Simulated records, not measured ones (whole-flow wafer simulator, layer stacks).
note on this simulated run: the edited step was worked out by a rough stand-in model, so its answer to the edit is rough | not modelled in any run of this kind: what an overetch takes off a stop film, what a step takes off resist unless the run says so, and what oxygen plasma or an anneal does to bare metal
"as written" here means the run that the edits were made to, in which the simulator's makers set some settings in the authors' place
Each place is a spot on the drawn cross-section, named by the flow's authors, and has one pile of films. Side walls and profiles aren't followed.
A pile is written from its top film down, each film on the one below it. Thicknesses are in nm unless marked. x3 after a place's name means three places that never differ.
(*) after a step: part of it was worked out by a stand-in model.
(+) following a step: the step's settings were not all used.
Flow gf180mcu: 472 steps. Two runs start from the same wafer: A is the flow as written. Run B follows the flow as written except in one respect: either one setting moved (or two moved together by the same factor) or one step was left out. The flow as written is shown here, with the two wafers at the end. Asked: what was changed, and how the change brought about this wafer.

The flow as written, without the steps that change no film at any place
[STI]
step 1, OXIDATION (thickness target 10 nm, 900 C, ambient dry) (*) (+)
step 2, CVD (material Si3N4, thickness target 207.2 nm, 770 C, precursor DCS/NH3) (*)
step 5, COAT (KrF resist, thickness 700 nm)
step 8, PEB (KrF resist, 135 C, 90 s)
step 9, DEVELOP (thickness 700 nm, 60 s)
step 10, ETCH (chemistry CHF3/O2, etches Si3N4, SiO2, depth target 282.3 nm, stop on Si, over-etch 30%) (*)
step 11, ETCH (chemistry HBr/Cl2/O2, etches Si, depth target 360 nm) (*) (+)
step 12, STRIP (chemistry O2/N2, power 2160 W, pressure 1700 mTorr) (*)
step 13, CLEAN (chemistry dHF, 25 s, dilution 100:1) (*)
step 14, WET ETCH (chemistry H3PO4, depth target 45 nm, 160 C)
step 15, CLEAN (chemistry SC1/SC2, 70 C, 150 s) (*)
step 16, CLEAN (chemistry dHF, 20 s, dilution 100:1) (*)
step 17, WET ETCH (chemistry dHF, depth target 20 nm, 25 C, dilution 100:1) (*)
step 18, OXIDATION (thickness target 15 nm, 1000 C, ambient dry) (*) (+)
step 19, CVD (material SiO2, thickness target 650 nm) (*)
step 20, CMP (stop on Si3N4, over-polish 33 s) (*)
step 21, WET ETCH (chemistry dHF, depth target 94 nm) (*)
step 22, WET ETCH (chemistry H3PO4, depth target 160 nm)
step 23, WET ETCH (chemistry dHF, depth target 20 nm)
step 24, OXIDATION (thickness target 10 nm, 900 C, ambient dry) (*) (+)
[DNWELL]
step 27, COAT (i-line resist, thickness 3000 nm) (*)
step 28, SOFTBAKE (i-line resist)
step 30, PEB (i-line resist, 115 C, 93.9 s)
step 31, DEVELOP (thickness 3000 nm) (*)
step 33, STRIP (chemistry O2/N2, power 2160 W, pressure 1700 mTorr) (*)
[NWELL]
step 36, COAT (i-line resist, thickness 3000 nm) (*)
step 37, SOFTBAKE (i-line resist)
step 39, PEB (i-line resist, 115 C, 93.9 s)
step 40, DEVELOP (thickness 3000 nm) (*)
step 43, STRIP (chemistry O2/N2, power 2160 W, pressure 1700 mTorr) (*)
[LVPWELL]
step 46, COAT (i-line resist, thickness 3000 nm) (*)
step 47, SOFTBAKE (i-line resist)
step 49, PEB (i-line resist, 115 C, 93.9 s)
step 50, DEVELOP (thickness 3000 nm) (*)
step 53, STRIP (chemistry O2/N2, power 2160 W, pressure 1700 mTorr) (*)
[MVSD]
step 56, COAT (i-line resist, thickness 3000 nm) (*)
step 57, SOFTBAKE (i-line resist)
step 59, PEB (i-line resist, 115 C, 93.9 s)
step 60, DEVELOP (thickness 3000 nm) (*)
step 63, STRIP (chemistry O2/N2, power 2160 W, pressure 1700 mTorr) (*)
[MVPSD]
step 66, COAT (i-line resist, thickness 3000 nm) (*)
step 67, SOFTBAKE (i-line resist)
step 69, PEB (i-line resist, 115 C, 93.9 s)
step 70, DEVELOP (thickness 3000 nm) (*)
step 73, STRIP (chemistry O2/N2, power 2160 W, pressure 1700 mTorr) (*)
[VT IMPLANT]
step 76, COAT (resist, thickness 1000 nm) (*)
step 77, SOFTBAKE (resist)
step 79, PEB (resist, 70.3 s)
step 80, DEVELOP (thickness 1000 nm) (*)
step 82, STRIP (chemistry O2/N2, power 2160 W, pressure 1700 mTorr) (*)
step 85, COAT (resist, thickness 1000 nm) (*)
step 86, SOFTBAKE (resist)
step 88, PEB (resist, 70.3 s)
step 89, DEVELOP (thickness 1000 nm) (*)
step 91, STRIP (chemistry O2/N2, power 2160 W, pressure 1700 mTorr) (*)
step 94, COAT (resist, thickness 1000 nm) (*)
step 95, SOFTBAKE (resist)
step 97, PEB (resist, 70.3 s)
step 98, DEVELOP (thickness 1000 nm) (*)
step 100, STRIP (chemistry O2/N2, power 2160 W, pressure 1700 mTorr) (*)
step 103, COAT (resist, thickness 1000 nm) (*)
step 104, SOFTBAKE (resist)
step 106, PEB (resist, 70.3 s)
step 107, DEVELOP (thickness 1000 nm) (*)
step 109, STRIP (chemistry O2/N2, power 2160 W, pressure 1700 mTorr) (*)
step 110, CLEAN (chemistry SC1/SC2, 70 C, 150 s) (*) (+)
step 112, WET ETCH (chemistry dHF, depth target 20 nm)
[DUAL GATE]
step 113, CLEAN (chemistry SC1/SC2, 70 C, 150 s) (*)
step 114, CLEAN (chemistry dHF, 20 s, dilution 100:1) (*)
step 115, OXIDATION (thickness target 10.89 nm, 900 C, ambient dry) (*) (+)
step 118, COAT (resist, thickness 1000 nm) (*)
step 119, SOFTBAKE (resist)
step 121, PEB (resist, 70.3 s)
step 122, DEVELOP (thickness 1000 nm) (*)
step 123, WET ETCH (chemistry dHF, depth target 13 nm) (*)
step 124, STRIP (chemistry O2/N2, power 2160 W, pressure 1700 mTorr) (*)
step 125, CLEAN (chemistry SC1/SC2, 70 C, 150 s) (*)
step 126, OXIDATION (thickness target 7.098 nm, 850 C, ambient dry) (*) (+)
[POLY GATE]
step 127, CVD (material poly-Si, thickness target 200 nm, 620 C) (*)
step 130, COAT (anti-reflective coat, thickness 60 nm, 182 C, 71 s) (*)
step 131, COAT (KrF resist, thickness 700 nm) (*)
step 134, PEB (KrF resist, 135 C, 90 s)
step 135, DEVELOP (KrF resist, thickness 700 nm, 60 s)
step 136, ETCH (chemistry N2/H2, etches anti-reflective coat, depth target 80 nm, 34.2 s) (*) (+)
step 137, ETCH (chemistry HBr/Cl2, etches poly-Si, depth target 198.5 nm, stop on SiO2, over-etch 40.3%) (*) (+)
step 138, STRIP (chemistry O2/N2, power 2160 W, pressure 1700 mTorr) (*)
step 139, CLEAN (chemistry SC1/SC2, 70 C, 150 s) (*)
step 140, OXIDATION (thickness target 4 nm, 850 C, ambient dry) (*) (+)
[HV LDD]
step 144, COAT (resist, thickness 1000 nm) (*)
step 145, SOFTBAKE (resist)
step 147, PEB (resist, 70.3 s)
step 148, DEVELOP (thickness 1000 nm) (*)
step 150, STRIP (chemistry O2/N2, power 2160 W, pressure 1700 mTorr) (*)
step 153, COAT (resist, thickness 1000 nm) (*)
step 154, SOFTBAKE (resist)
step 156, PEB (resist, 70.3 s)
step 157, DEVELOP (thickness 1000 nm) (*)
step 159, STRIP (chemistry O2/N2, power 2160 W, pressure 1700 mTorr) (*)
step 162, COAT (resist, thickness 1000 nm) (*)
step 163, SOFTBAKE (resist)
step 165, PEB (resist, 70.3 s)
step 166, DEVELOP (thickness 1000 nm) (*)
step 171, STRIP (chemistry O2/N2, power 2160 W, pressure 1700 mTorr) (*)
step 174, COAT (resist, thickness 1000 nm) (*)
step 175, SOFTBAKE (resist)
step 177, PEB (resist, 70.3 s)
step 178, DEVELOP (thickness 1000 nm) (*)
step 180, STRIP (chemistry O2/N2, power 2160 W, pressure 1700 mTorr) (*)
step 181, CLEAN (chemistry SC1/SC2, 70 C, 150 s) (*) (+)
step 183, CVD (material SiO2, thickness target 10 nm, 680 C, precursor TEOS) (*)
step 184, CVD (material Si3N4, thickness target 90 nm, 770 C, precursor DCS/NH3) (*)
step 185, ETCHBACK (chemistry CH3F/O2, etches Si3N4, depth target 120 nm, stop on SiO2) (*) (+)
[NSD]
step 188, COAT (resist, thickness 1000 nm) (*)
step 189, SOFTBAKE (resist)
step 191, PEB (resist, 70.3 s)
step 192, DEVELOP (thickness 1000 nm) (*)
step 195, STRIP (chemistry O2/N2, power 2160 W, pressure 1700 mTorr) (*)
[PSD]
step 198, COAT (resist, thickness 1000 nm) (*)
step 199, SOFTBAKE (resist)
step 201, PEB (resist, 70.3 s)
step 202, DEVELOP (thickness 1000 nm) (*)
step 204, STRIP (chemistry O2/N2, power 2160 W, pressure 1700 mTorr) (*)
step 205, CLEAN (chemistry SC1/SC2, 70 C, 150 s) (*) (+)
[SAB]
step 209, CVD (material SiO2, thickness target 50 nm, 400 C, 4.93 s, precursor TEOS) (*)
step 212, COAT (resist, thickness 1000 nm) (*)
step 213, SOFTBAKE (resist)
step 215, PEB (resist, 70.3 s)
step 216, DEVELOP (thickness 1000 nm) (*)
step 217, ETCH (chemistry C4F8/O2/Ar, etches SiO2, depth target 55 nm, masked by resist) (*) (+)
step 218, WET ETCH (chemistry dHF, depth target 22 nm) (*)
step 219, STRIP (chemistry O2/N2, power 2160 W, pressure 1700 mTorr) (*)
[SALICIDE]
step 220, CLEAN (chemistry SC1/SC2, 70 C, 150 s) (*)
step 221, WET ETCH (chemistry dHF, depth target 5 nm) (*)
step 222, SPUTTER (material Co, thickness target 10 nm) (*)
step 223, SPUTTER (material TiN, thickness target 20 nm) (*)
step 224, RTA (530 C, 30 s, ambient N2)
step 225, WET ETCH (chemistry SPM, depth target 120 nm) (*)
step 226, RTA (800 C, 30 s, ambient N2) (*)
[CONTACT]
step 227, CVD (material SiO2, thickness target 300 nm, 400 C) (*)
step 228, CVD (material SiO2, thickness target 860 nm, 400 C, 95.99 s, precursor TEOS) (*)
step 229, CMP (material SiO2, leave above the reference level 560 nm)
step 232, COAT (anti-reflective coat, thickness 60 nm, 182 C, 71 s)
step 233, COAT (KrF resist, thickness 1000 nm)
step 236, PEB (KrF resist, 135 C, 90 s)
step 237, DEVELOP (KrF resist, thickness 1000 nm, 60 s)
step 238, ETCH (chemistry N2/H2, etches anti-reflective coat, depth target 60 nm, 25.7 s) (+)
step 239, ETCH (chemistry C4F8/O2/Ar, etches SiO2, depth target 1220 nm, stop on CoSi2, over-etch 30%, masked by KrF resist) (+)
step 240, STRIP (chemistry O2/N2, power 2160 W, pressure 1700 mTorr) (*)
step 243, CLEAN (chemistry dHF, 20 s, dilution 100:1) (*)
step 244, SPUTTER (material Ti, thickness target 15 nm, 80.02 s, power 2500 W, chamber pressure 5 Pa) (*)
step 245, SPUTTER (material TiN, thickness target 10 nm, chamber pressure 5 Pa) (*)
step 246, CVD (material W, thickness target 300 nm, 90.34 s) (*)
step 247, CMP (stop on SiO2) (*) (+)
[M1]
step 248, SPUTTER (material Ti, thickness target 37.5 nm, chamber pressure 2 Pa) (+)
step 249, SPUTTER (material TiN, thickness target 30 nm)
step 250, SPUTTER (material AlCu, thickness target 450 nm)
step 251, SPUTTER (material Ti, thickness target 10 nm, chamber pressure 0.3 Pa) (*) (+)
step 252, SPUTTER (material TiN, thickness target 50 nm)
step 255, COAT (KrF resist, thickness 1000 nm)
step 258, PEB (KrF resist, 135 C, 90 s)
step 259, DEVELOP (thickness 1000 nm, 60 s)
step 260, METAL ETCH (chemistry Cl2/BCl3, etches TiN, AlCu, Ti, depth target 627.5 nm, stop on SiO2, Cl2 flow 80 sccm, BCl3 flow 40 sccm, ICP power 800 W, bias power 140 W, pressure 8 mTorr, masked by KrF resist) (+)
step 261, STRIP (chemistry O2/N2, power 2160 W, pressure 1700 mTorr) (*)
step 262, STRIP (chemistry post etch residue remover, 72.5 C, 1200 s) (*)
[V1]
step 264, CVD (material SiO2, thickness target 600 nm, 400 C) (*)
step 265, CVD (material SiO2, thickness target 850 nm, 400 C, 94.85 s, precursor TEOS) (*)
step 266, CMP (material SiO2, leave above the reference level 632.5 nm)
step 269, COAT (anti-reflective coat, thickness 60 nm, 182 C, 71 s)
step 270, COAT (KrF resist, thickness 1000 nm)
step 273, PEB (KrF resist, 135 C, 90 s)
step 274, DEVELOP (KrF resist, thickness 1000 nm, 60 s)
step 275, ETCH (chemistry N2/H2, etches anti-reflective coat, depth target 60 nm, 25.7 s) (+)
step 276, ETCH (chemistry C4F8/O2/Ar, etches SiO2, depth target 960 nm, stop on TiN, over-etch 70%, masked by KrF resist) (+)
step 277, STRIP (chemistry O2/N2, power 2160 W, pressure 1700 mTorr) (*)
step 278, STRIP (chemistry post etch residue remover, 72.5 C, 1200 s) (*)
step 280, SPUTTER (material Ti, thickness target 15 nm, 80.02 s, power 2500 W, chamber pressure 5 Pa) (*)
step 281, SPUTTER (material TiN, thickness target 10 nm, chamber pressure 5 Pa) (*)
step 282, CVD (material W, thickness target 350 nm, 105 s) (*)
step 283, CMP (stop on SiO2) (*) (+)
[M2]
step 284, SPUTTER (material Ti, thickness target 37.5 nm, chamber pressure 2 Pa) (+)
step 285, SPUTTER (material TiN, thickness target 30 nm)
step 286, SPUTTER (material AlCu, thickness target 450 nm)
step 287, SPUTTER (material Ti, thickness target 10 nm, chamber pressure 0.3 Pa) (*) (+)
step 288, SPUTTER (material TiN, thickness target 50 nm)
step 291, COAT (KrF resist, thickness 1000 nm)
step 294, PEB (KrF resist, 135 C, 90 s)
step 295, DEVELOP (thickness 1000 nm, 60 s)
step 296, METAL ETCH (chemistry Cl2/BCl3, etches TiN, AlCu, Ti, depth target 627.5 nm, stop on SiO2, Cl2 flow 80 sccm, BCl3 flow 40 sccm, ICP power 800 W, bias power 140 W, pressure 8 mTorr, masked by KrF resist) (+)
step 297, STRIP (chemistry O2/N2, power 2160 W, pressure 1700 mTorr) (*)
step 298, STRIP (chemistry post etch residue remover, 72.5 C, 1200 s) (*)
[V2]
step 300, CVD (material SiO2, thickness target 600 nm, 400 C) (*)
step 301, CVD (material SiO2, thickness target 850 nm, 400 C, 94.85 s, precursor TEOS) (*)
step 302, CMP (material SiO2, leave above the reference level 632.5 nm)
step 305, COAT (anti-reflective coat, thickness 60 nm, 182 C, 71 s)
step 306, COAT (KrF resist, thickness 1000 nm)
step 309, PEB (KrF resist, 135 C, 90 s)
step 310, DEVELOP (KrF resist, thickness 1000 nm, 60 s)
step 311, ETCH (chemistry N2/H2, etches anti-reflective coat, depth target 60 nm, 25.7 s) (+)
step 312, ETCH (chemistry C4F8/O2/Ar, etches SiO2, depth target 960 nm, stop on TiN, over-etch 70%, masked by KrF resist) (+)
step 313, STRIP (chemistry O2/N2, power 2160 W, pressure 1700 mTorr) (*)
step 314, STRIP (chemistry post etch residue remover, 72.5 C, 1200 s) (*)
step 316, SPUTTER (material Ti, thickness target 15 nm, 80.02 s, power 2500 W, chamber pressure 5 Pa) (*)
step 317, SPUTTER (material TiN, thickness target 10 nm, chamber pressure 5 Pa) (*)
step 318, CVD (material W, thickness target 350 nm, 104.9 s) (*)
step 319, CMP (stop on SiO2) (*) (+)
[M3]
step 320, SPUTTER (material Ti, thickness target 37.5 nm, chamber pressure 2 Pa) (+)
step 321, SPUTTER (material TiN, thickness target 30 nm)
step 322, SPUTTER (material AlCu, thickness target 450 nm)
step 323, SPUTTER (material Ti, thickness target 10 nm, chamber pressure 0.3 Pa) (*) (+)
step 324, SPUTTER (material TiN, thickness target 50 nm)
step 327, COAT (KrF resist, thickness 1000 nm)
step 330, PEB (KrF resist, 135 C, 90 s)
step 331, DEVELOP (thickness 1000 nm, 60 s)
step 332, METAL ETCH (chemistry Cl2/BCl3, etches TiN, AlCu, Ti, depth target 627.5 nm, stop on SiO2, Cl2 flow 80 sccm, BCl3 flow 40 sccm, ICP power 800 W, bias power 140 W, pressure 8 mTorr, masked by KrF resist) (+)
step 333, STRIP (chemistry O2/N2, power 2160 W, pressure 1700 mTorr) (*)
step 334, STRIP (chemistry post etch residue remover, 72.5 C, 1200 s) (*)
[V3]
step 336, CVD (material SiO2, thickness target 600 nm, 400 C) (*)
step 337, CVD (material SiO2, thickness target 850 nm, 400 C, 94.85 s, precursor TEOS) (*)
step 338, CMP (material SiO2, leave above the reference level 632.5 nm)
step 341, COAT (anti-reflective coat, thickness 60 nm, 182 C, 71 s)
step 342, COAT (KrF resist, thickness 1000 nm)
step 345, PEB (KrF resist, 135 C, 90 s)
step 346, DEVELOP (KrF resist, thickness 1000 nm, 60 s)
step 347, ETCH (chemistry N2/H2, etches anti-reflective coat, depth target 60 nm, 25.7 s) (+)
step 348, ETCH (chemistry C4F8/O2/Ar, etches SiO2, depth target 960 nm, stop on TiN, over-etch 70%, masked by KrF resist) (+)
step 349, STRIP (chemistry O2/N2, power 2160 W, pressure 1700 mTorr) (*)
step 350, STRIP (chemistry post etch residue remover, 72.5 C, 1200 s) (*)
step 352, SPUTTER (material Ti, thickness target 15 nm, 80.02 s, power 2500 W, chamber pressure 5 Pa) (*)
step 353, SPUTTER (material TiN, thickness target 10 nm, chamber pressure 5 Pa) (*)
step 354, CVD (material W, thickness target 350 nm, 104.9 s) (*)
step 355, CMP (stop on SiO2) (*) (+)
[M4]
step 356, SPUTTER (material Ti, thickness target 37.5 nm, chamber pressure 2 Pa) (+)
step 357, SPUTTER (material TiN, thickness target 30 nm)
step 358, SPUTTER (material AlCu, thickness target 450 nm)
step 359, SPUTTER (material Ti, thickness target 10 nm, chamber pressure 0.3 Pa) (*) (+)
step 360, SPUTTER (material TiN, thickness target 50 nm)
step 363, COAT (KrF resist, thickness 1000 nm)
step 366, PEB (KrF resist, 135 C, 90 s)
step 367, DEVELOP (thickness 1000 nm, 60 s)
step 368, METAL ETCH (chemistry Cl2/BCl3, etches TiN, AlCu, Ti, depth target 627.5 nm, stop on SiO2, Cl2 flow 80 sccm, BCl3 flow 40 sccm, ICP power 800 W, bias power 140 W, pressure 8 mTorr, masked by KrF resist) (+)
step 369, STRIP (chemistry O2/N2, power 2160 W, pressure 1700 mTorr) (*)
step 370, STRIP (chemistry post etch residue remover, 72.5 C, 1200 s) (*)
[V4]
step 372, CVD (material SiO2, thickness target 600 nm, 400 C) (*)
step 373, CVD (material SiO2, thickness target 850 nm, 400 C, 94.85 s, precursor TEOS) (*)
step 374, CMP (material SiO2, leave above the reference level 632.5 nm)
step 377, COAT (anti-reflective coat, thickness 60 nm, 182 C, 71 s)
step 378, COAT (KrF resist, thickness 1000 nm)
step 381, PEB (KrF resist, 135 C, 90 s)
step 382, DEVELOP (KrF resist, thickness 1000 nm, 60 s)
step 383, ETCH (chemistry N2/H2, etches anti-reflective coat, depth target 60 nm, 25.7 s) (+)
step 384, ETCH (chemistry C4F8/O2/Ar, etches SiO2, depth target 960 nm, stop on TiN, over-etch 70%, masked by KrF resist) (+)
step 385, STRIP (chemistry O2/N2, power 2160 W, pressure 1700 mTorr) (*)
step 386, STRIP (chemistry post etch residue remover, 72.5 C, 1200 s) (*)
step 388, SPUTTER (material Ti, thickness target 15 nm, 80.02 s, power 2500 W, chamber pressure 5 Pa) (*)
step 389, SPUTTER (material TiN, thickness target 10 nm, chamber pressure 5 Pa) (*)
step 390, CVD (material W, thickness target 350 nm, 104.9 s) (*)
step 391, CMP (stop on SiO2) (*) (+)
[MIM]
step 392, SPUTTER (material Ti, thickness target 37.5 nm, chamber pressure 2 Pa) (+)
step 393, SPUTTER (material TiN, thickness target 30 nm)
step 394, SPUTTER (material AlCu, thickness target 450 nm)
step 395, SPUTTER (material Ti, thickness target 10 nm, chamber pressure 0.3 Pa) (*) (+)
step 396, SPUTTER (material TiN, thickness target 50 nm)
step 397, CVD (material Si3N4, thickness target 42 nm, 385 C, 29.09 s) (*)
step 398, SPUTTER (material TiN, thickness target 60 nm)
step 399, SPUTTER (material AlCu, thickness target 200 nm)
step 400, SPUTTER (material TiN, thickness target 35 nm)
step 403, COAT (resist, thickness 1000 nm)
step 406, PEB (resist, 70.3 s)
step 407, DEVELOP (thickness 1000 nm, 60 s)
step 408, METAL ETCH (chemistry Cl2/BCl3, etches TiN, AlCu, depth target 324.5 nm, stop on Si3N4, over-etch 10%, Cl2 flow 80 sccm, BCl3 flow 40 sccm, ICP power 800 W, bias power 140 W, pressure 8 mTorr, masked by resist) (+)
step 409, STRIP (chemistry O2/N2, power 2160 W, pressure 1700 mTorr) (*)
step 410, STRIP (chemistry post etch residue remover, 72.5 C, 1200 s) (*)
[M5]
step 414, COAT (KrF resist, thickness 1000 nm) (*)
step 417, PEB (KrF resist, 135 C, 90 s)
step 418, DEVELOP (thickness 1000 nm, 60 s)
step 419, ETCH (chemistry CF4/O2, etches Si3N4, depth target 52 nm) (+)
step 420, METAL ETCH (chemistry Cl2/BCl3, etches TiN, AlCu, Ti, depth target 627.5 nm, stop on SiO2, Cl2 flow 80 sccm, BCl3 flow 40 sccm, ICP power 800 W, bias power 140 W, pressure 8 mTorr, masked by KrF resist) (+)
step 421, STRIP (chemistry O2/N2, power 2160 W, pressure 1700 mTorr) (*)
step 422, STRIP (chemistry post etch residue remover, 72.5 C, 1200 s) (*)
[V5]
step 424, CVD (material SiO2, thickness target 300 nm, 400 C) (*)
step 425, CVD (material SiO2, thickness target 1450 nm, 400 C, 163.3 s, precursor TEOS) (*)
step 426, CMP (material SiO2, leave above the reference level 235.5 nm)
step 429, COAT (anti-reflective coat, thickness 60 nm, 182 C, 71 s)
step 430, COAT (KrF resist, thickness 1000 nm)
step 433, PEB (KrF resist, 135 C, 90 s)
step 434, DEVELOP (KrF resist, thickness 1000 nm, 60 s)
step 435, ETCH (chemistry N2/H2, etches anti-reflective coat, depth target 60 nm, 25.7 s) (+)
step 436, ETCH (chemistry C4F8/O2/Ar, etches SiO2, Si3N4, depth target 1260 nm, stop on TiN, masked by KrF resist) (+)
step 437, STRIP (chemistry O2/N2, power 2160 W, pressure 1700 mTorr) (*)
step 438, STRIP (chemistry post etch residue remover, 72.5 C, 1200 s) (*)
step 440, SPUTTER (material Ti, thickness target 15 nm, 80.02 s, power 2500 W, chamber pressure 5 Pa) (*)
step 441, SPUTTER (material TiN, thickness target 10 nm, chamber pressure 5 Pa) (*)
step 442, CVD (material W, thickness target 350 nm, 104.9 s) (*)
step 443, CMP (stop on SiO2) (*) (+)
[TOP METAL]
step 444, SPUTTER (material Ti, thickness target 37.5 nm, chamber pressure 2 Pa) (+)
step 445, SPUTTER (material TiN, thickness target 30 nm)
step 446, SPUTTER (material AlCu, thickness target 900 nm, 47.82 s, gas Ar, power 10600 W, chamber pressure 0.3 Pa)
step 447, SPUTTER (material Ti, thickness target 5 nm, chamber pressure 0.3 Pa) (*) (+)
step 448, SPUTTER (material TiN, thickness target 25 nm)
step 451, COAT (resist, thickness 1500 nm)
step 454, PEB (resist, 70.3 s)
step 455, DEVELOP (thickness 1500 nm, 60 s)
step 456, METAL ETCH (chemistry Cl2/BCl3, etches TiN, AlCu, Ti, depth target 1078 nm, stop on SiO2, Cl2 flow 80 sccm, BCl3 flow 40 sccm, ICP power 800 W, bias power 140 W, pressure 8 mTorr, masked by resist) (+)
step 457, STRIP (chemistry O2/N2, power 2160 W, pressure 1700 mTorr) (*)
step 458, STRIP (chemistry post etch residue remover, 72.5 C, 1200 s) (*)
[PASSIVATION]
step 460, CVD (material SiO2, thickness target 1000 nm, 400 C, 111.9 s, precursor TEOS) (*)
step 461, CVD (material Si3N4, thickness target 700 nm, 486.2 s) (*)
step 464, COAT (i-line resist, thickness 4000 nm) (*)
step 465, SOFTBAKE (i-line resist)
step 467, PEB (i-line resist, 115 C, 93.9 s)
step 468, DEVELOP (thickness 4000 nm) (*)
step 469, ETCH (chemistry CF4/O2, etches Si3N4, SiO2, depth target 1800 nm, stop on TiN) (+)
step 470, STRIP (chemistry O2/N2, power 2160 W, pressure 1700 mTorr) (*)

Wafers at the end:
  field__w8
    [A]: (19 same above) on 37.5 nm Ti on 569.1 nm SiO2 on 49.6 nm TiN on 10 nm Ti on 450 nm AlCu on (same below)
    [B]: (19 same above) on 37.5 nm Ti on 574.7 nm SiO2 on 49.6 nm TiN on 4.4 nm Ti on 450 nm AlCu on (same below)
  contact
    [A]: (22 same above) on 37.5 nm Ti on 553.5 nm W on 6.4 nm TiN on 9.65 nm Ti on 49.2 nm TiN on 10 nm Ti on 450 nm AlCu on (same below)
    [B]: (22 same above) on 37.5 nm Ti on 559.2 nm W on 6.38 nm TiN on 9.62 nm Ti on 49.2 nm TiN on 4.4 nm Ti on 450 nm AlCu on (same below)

The reason: step 323, SPUTTER: thickness target 4.4 nm was run, though the flow has thickness target 10 nm.
One can read it off the wafer: field__w8 has Ti 4.4, and step 323 as written asks for 10 nm.

The path from the change to this, step by step:
  step 323, SPUTTER (material Ti, thickness target 10 nm, chamber pressure 0.3 Pa) (*) (+)
      field, field__w1, field__w2 and 108 more: A Ti gains 10 (new film) | B Ti gains 4.4 (new film)
  step 332, METAL ETCH (chemistry Cl2/BCl3, etches TiN, AlCu, Ti, depth target 627.5 nm, stop on SiO2, Cl2 flow 80 sccm, BCl3 flow 40 sccm, ICP power 800 W, bias power 140 W, pressure 8 mTorr, masked by KrF resist) (+)
      field, field__w1, field__w2 and 103 more: A TiN loses 50 (all of it), Ti loses 10 (all of it), AlCu loses 450 (all of it), TiN loses 30 (all of it), Ti loses 37.5 (all of it) | B TiN loses 50 (all of it), Ti loses 4.4 (all of it), AlCu loses 450 (all of it), TiN loses 30 (all of it), Ti loses 37.5 (all of it)
